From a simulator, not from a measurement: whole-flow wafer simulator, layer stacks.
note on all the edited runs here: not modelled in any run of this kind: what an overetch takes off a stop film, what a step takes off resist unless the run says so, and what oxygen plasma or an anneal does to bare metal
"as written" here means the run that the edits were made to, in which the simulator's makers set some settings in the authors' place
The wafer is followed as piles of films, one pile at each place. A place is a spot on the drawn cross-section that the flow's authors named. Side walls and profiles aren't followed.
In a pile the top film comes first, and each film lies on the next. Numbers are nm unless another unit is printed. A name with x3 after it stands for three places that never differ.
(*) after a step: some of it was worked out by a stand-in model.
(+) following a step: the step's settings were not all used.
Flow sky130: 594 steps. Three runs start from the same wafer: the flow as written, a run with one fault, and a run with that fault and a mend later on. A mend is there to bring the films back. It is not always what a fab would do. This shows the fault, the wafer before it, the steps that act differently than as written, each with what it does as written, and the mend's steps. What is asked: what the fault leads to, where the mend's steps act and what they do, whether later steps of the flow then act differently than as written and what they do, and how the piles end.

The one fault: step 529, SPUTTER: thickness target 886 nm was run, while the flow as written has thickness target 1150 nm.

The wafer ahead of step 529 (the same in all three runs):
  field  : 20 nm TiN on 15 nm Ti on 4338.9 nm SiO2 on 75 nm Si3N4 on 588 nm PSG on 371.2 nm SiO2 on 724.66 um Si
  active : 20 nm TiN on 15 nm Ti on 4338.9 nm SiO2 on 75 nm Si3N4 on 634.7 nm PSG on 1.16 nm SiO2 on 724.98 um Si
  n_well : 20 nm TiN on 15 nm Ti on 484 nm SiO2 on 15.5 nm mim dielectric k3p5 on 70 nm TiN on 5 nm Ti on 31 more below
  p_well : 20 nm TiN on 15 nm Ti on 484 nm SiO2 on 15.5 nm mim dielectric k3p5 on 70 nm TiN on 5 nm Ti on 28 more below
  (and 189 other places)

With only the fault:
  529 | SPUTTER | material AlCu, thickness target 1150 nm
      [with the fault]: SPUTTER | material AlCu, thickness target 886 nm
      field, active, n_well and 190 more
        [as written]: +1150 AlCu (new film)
        [with the fault]: +886 AlCu (new film)
  Steps later in the flow that act otherwise than as written (not shown: 3 more steps that differ only slightly, by at most 2% or 0.5 nm, whichever is larger):
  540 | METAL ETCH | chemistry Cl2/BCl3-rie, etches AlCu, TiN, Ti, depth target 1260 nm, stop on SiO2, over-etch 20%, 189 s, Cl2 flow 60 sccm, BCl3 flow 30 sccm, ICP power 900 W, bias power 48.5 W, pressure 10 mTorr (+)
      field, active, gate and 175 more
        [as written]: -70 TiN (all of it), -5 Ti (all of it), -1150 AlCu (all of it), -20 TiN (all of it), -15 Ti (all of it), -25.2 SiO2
        [with the fault]: -70 TiN (all of it), -5 Ti (all of it), -886 AlCu (all of it), -20 TiN (all of it), -15 Ti (all of it), -51.6 SiO2
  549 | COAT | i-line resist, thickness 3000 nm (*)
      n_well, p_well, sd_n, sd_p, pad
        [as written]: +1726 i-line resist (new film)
        [with the fault]: +1961.7 i-line resist (new film)
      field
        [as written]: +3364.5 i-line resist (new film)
        [with the fault]: +3294.8 i-line resist (new film)
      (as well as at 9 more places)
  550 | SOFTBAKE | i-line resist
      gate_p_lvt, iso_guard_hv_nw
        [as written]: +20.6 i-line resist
        [with the fault]: +15.8 i-line resist
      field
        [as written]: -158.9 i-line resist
        [with the fault]: -133.7 i-line resist
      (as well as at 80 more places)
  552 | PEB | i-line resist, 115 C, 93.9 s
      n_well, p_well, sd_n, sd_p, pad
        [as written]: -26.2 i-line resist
        [with the fault]: -30.2 i-line resist
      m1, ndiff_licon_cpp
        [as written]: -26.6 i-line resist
        [with the fault]: -30.5 i-line resist
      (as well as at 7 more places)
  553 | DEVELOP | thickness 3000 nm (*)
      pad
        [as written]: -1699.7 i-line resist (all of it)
        [with the fault]: -1931.5 i-line resist (all of it)
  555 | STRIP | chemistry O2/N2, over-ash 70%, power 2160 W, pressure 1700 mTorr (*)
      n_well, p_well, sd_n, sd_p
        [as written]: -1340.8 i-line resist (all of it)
        [with the fault]: -1572.6 i-line resist (all of it)
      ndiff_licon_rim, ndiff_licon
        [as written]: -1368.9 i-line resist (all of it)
        [with the fault]: -1594.5 i-line resist (all of it)
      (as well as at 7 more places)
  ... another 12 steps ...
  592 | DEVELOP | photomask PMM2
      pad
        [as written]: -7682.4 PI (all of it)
        [with the fault]: -7920 PI (all of it)
  At n_well, p_well, gate_hv and 102 more, the piles at the end differ from the flow's by more than 2% or 0.5 nm, whichever is larger.
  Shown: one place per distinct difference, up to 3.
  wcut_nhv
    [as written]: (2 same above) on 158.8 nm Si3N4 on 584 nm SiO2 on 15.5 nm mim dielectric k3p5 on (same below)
    [with the fault]: (2 same above) on 158.8 nm Si3N4 on 557.6 nm SiO2 on 15.5 nm mim dielectric k3p5 on (same below)
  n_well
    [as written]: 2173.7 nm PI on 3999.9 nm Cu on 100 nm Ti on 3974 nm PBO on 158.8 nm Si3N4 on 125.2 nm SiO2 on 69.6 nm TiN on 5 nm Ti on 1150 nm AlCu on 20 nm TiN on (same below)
    [with the fault]: 2204.8 nm PI on 3999.9 nm Cu on 100 nm Ti on 4163.8 nm PBO on 158.8 nm Si3N4 on 125.2 nm SiO2 on 69.6 nm TiN on 5 nm Ti on 886 nm AlCu on 20 nm TiN on (same below)
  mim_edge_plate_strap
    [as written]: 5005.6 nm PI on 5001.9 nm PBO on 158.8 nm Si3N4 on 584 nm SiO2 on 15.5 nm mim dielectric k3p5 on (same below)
    [with the fault]: 5005.9 nm PI on 5001.5 nm PBO on 158.8 nm Si3N4 on 557.6 nm SiO2 on 15.5 nm mim dielectric k3p5 on (same below)

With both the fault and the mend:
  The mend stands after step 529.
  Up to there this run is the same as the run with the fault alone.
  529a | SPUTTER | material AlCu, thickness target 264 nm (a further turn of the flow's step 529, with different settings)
      field, active, n_well and 190 more
        +264 AlCu
  Every later step of the flow that is run acts as written at every place that is followed.
  At every place that both follow, the piles at the end match the flow's.
